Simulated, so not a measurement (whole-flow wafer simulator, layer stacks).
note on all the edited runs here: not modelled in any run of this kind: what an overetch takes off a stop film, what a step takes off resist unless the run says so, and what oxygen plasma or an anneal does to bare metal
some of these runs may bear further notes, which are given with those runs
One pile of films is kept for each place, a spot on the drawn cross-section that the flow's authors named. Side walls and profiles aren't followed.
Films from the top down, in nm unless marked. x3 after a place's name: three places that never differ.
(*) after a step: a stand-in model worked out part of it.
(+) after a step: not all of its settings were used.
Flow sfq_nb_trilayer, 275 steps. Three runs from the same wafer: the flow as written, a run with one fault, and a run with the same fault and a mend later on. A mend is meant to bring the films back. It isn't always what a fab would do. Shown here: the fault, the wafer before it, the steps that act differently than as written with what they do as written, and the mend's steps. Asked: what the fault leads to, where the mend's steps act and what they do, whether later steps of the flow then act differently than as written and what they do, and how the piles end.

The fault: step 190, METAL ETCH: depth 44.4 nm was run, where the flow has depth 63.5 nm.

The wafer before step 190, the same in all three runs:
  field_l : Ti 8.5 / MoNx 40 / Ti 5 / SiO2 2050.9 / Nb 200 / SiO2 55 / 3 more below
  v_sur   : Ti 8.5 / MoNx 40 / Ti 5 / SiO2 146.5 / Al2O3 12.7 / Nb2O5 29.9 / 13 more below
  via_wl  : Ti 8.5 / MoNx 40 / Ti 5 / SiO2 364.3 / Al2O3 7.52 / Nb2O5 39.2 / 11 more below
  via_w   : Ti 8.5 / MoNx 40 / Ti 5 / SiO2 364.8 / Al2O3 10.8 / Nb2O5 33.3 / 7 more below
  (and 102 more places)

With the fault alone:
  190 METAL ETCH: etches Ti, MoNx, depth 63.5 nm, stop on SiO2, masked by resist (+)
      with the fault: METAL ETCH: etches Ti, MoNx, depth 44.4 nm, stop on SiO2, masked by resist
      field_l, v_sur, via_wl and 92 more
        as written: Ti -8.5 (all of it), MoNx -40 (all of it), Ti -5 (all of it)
        with the fault: Ti -8.5 (all of it), MoNx -35.9
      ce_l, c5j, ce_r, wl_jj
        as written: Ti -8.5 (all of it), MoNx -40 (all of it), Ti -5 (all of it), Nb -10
        with the fault: Ti -8.5 (all of it), MoNx -35.9
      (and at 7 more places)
  Later steps of the flow that act differently than as written (10 more steps differ only slightly, by at most 2% or 0.5 nm, whichever is larger, and aren't shown):
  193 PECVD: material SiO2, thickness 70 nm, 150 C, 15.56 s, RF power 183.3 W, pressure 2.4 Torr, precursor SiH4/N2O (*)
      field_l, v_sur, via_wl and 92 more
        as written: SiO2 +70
        with the fault: SiO2 +70 (new film)
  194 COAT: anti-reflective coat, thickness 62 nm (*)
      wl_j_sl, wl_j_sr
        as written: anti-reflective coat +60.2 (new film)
        with the fault: anti-reflective coat +62 (new film)
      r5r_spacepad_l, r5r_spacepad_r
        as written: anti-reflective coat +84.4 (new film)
        with the fault: anti-reflective coat +80.5 (new film)
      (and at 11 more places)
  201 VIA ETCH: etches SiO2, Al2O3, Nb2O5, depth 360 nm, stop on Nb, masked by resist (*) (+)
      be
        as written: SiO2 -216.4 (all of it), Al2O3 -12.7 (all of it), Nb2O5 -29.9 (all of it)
        with the fault: SiO2 -69.8 (all of it), MoNx -4.1 (all of it), Ti -5 (all of it), SiO2 -146.5 (all of it), Al2O3 -12.7 (all of it), Nb2O5 -29.9 (all of it)
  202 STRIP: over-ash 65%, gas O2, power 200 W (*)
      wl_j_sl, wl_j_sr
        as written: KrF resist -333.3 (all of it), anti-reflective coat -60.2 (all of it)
        with the fault: KrF resist -333.2 (all of it), anti-reflective coat -62 (all of it)
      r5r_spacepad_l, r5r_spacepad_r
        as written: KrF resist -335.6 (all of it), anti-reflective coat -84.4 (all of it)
        with the fault: KrF resist -335.2 (all of it), anti-reflective coat -80.5 (all of it)
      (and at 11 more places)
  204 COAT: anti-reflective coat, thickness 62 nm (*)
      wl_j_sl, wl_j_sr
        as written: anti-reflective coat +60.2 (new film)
        with the fault: anti-reflective coat +62 (new film)
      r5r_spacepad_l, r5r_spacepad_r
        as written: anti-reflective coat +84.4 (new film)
        with the fault: anti-reflective coat +80.5 (new film)
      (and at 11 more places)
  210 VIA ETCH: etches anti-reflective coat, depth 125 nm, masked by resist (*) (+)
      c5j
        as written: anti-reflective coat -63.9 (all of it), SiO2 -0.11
        with the fault: anti-reflective coat -61.3 (all of it), SiO2 -0.13
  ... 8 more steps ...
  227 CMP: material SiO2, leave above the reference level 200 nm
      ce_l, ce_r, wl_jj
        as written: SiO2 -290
        with the fault: SiO2 -300
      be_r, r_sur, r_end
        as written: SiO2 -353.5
        with the fault: SiO2 -344.4
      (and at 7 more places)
  At the end the piles differ from the flow's by more than 2% or 0.5 nm, whichever is larger, at field_l, v_sur, via_wl and 100 more.
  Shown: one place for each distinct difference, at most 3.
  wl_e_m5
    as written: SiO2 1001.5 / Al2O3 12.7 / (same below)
    with the fault: SiO2 855 / MoNx 4.1 / Ti 5 / SiO2 146.5 / Al2O3 12.7 / (same below)
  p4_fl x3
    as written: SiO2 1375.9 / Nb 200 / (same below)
    with the fault: SiO2 855 / MoNx 4.1 / Ti 5 / SiO2 520.9 / Nb 200 / (same below)
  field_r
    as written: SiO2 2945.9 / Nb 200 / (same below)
    with the fault: SiO2 855 / MoNx 4.1 / Ti 5 / SiO2 2090.9 / Nb 200 / (same below)

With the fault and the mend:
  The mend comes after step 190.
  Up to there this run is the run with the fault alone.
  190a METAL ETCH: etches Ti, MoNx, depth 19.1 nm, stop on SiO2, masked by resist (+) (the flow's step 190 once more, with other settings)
      field_l, v_sur, via_wl and 92 more
        MoNx -4.1 (all of it), Ti -5 (all of it)
      be_r, r_sur, res, r_end, r5r_line_l, r5r_line_c, r5r_line_r
        KrF resist -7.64
      ce_l, c5j, ce_r, wl_jj
        MoNx -4.1 (all of it), Ti -5 (all of it), Nb -10
  No later step of the flow acts differently than as written at any place that is followed.
  At the end the piles are the same as the flow's at every place that both follow.
